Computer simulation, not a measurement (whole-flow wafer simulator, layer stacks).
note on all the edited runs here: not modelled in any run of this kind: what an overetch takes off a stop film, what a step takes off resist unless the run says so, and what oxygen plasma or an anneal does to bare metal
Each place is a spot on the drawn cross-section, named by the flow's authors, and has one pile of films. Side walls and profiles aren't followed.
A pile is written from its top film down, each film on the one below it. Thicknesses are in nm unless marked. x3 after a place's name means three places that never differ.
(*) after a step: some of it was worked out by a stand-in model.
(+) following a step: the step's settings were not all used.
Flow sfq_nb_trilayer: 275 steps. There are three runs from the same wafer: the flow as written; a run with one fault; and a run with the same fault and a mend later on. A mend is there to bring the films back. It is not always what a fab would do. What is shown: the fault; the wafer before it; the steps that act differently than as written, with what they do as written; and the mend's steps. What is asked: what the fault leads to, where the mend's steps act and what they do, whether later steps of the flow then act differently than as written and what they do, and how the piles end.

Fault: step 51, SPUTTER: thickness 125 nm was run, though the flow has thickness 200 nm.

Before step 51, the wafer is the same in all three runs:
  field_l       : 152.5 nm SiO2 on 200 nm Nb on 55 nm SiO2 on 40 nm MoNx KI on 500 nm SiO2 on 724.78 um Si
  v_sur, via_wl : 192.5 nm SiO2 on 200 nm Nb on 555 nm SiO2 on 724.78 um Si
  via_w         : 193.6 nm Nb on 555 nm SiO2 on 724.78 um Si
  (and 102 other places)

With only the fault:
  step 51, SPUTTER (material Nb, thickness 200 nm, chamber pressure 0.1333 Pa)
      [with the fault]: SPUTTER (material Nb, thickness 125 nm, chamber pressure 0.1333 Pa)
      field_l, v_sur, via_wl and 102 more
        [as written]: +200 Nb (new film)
        [with the fault]: +125 Nb (new film)
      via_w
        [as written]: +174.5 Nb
        [with the fault]: +109.9 Nb
  Steps later in the flow that act otherwise than as written (3 other steps are not shown; they differ only slightly, by no more than 2% or 0.5 nm, whichever is larger):
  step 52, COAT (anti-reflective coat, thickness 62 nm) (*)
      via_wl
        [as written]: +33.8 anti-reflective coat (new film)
        [with the fault]: +32.8 anti-reflective coat (new film)
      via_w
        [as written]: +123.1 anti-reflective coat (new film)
        [with the fault]: +119.8 anti-reflective coat (new film)
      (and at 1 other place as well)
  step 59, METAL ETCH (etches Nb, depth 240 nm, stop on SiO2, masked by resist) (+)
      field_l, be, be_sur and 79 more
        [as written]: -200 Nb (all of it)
        [with the fault]: -125 Nb (all of it)
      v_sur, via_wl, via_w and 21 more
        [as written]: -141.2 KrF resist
        [with the fault]: -110.3 KrF resist
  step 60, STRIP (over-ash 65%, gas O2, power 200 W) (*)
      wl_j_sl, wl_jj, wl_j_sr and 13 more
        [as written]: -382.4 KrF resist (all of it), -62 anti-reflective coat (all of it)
        [with the fault]: -413.3 KrF resist (all of it), -62 anti-reflective coat (all of it)
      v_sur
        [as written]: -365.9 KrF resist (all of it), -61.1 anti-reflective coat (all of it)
        [with the fault]: -397.4 KrF resist (all of it), -60.8 anti-reflective coat (all of it)
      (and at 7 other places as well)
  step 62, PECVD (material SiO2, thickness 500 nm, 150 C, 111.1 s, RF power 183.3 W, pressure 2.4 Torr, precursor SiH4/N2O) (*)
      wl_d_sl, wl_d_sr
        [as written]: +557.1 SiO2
        [with the fault]: +500 SiO2
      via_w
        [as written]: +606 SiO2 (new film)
        [with the fault]: +587.6 SiO2 (new film)
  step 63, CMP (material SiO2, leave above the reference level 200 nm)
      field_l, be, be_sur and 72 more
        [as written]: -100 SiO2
        [with the fault]: -175 SiO2
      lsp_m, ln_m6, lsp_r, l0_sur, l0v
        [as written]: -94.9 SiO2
        [with the fault]: -175 SiO2
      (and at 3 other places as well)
  By the end, the piles at field_l, v_sur, via_wl and 103 more depart from the flow's by more than 2% or 0.5 nm, whichever is larger.
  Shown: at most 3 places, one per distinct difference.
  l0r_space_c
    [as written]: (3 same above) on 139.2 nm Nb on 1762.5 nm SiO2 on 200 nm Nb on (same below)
    [with the fault]: (3 same above) on 139.2 nm Nb on 1687.5 nm SiO2 on 200 nm Nb on (same below)
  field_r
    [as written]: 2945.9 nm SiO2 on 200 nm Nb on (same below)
    [with the fault]: 2870.9 nm SiO2 on 200 nm Nb on (same below)
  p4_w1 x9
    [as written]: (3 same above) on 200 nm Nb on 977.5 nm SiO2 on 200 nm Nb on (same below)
    [with the fault]: (3 same above) on 200 nm Nb on 902.5 nm SiO2 on 200 nm Nb on (same below)

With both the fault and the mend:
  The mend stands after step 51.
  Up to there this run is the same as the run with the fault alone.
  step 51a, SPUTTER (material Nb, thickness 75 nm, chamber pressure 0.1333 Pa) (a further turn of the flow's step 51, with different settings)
      field_l, v_sur, via_wl and 102 more
        +75 Nb
      via_w
        +60.5 Nb
  None of the later steps of the flow differs from how it acts as written, at any place that is followed, by more than 2% or 0.5 nm, whichever is larger.
  The piles end only slightly different from the flow's at the places that both follow, by no more than 2% or 0.5 nm, whichever is larger.
